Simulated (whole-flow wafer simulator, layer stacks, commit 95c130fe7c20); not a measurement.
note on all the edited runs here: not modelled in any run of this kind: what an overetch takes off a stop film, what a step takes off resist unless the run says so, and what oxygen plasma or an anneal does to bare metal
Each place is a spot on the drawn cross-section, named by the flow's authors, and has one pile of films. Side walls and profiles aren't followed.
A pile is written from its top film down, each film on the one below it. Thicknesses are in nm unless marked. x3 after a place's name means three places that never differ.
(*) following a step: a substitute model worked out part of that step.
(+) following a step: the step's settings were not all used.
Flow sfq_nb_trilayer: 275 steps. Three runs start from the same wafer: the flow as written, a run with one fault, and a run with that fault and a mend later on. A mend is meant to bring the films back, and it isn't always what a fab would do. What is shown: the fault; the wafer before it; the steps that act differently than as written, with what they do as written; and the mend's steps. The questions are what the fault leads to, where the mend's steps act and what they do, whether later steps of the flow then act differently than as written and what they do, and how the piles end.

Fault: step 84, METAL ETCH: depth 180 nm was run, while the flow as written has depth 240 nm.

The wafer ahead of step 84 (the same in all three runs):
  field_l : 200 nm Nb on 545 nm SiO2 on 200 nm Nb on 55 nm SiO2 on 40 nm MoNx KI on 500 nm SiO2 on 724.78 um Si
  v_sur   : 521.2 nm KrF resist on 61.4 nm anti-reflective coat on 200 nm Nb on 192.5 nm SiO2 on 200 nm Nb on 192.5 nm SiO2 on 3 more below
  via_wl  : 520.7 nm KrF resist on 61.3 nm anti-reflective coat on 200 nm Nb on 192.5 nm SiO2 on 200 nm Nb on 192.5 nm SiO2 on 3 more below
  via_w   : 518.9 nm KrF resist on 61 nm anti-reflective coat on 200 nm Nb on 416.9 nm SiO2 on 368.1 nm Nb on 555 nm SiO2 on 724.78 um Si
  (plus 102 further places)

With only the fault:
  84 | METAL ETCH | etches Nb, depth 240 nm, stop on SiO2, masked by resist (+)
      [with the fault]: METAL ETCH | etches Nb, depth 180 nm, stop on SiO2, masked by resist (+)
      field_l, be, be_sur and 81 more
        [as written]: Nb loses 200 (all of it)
        [with the fault]: Nb loses 180
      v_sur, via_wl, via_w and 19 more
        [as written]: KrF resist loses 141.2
        [with the fault]: KrF resist loses 105.9
  Steps later in the flow that act otherwise than as written:
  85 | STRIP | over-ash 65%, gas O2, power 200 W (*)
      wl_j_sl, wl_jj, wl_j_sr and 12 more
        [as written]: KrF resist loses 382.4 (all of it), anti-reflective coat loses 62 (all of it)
        [with the fault]: KrF resist loses 417.7 (all of it), anti-reflective coat loses 62 (all of it)
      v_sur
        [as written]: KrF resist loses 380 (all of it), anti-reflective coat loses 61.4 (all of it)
        [with the fault]: KrF resist loses 415.3 (all of it), anti-reflective coat loses 61.4 (all of it)
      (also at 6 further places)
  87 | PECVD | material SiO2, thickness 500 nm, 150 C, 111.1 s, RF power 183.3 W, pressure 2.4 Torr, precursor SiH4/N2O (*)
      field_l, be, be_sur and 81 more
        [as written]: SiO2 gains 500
        [with the fault]: SiO2 gains 500 (new film)
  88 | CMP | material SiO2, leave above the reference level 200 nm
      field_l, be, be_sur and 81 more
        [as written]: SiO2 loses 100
        [with the fault]: SiO2 loses 120
  By the end, the piles at field_l, be, be_sur and 81 more depart from the flow's by more than 2% or 0.5 nm, whichever is larger.
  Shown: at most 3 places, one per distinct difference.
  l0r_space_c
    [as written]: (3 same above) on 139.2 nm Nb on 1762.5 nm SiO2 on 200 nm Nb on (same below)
    [with the fault]: (3 same above) on 139.2 nm Nb on 1157.5 nm SiO2 on 20 nm Nb on 585 nm SiO2 on 200 nm Nb on (same below)
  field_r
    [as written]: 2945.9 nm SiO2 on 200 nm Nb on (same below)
    [with the fault]: 2340.9 nm SiO2 on 20 nm Nb on 585 nm SiO2 on 200 nm Nb on (same below)
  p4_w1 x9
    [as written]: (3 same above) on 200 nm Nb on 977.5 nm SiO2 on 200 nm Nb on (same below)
    [with the fault]: (3 same above) on 200 nm Nb on 372.5 nm SiO2 on 20 nm Nb on 585 nm SiO2 on 200 nm Nb on (same below)

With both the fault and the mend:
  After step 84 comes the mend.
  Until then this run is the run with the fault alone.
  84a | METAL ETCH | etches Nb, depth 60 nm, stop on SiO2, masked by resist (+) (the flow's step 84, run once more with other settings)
      field_l, be, be_sur and 81 more
        Nb loses 20 (all of it)
      v_sur, via_wl, via_w and 19 more
        KrF resist loses 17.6
  Steps later in the flow that act otherwise than as written:
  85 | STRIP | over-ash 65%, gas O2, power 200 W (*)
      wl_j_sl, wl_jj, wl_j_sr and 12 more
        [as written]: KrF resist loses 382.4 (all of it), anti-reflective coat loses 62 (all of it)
        [with the mend]: KrF resist loses 400 (all of it), anti-reflective coat loses 62 (all of it)
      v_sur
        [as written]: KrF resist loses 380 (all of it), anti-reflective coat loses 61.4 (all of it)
        [with the mend]: KrF resist loses 397.7 (all of it), anti-reflective coat loses 61.4 (all of it)
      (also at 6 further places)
  By the end, the piles equal the flow's at every place that both follow.
